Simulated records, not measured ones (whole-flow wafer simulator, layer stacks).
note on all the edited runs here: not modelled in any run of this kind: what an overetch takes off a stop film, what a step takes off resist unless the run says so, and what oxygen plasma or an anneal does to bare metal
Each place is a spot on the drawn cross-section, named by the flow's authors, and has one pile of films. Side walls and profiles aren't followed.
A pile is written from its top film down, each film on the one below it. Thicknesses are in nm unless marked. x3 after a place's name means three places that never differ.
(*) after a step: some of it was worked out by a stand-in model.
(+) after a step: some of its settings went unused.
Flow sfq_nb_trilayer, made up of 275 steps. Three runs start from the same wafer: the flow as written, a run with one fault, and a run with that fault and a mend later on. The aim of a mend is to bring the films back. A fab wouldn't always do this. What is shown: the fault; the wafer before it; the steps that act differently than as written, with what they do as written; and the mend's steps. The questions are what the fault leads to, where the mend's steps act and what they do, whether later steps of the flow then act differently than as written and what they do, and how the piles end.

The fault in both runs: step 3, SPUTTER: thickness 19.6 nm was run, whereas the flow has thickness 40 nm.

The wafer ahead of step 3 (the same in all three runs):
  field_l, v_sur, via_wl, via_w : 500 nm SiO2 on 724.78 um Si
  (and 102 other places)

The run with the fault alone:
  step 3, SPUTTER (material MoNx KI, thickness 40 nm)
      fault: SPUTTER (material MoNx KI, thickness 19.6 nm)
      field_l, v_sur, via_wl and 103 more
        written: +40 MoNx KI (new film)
        fault: +19.6 MoNx KI (new film)
  Steps later in the flow that act otherwise than as written (8 more steps, not shown, differ only slightly: by at most 2% or 0.5 nm, whichever is larger):
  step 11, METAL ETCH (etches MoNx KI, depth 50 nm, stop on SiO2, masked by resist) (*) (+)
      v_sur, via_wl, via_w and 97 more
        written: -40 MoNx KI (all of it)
        fault: -19.6 MoNx KI (all of it)
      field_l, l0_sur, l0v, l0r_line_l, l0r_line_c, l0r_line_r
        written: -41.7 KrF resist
        fault: -24.5 KrF resist
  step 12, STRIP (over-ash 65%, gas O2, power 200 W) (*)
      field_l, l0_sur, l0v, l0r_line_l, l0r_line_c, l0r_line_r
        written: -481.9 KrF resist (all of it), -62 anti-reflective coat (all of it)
        fault: -499.1 KrF resist (all of it), -62 anti-reflective coat (all of it)
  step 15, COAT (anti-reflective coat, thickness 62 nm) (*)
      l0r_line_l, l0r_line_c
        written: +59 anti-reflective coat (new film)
        fault: +60.3 anti-reflective coat (new film)
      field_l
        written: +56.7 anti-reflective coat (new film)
        fault: +59.1 anti-reflective coat (new film)
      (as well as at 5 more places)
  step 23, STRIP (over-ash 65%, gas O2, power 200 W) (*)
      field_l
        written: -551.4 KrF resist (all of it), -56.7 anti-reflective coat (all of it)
        fault: -555.8 KrF resist (all of it), -59.1 anti-reflective coat (all of it)
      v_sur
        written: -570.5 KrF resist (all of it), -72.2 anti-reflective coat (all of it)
        fault: -564.8 KrF resist (all of it), -67.1 anti-reflective coat (all of it)
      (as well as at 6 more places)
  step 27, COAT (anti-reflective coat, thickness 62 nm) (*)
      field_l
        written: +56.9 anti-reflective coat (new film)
        fault: +59.3 anti-reflective coat (new film)
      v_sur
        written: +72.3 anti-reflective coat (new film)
        fault: +67 anti-reflective coat (new film)
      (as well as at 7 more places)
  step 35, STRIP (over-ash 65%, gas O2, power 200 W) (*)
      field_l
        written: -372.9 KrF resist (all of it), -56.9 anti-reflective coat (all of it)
        fault: -377.7 KrF resist (all of it), -59.3 anti-reflective coat (all of it)
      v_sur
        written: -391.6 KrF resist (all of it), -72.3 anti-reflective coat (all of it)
        fault: -386.8 KrF resist (all of it), -67 anti-reflective coat (all of it)
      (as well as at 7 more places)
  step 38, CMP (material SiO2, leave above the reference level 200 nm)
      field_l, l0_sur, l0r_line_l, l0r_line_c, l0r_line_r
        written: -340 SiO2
        fault: -319.6 SiO2
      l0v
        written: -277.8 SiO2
        fault: -257.4 SiO2
  At field_l, l0_sur, l0v, l0r_line_l, l0r_line_c, l0r_line_r, the piles at the end differ from the flow's by more than 2% or 0.5 nm, whichever is larger.
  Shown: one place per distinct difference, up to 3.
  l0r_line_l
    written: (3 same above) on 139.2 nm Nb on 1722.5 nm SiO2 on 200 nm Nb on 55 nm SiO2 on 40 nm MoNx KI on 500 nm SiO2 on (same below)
    fault: (3 same above) on 139.2 nm Nb on 1742.9 nm SiO2 on 200 nm Nb on 55 nm SiO2 on 19.6 nm MoNx KI on 500 nm SiO2 on (same below)
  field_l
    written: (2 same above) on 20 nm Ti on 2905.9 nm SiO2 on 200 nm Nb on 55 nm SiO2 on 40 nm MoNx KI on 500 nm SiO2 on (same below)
    fault: (2 same above) on 20 nm Ti on 2926.3 nm SiO2 on 200 nm Nb on 55 nm SiO2 on 19.6 nm MoNx KI on 500 nm SiO2 on (same below)
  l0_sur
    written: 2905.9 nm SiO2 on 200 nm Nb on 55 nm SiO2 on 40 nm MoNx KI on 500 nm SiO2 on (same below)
    fault: 2926.3 nm SiO2 on 200 nm Nb on 55 nm SiO2 on 19.6 nm MoNx KI on 500 nm SiO2 on (same below)

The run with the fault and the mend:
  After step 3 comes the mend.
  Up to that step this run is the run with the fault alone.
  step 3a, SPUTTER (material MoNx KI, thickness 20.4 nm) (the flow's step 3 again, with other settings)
      field_l, v_sur, via_wl and 103 more
        +20.4 MoNx KI
  Later steps of the flow that are run all act as written at every place that is followed.
  At every place that both follow, the piles at the end match the flow's.
